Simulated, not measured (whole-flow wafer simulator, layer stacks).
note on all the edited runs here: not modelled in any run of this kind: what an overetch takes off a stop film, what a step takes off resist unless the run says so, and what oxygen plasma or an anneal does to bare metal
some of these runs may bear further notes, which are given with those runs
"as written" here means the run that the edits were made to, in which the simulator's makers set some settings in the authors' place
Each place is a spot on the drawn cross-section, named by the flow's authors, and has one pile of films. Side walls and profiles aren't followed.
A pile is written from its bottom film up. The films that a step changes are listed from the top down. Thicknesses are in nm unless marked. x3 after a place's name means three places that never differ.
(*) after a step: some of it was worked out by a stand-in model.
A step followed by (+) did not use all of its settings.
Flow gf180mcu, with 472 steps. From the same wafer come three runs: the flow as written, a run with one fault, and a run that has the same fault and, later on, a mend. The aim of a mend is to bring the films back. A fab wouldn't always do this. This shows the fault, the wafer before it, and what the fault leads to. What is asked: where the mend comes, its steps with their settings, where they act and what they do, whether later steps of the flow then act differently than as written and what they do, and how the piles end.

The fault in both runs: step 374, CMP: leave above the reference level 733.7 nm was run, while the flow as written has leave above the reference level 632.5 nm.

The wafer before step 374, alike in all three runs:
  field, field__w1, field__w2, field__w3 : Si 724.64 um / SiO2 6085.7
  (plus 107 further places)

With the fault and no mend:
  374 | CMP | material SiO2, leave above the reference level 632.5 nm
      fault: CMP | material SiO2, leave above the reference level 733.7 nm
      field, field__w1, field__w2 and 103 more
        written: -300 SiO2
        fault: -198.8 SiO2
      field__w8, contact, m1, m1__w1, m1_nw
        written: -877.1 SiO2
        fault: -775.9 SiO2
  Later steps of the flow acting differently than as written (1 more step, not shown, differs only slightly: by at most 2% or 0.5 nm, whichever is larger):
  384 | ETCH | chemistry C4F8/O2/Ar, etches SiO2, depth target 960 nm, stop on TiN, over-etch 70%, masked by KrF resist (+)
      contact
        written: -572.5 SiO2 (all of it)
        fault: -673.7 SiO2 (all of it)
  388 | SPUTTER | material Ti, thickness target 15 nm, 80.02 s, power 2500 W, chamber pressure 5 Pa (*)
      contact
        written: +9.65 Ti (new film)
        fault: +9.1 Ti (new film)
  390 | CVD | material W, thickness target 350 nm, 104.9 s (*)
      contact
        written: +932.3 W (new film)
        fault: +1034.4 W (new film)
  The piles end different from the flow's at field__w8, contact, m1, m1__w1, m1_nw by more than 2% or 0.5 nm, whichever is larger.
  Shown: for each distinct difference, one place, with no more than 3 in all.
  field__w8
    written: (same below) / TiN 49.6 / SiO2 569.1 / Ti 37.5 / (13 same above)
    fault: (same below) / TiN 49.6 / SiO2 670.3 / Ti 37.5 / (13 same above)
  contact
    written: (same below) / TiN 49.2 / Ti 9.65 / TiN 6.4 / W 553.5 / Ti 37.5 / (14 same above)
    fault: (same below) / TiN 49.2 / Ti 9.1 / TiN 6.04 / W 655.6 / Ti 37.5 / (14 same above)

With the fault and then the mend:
  After step 382 comes the mend.
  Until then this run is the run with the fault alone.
  382a | STRIP | chemistry O2/N2, power 2160 W, pressure 1700 mTorr (*)
      field, field__w1, field__w2 and 107 more
        -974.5 KrF resist (all of it), -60 anti-reflective coat (all of it)
      contact
        -60 anti-reflective coat (all of it)
  382b | CMP | material SiO2, leave above the reference level 632.5 nm (the flow's step 374 again)
      field, field__w1, field__w2 and 108 more
        -101.2 SiO2
  382c | HMDS | 120 C, 60 s (the flow's step 376 again)
      leaves every film unchanged at each place that is followed
  382d | COAT | anti-reflective coat, thickness 60 nm, 182 C, 71 s (the flow's step 377 again)
      field, field__w1, field__w2 and 108 more
        +60 anti-reflective coat (new film)
  382e | COAT | KrF resist, thickness 1000 nm (the flow's step 378 again)
      field, field__w1, field__w2 and 108 more
        +1000 KrF resist (new film)
  382f | SOFTBAKE | KrF resist (the flow's step 379 again)
      leaves every film unchanged at each place that is followed
  382g | EXPOSE | photomask Via4 (the flow's step 380 again)
      leaves every film unchanged at each place that is followed
  382h | PEB | KrF resist, 135 C, 90 s (the flow's step 381 again)
      field, field__w1, field__w2 and 108 more
        -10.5 KrF resist
  382i | DEVELOP | KrF resist, thickness 1000 nm, 60 s (the flow's step 382 again)
      field, field__w1, field__w2 and 107 more
        -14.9 KrF resist
      contact
        -989.5 KrF resist (all of it)
  None of the later steps of the flow acts differently than as written at any place that is followed.
  The piles end the same as the flow's at every place that both follow.
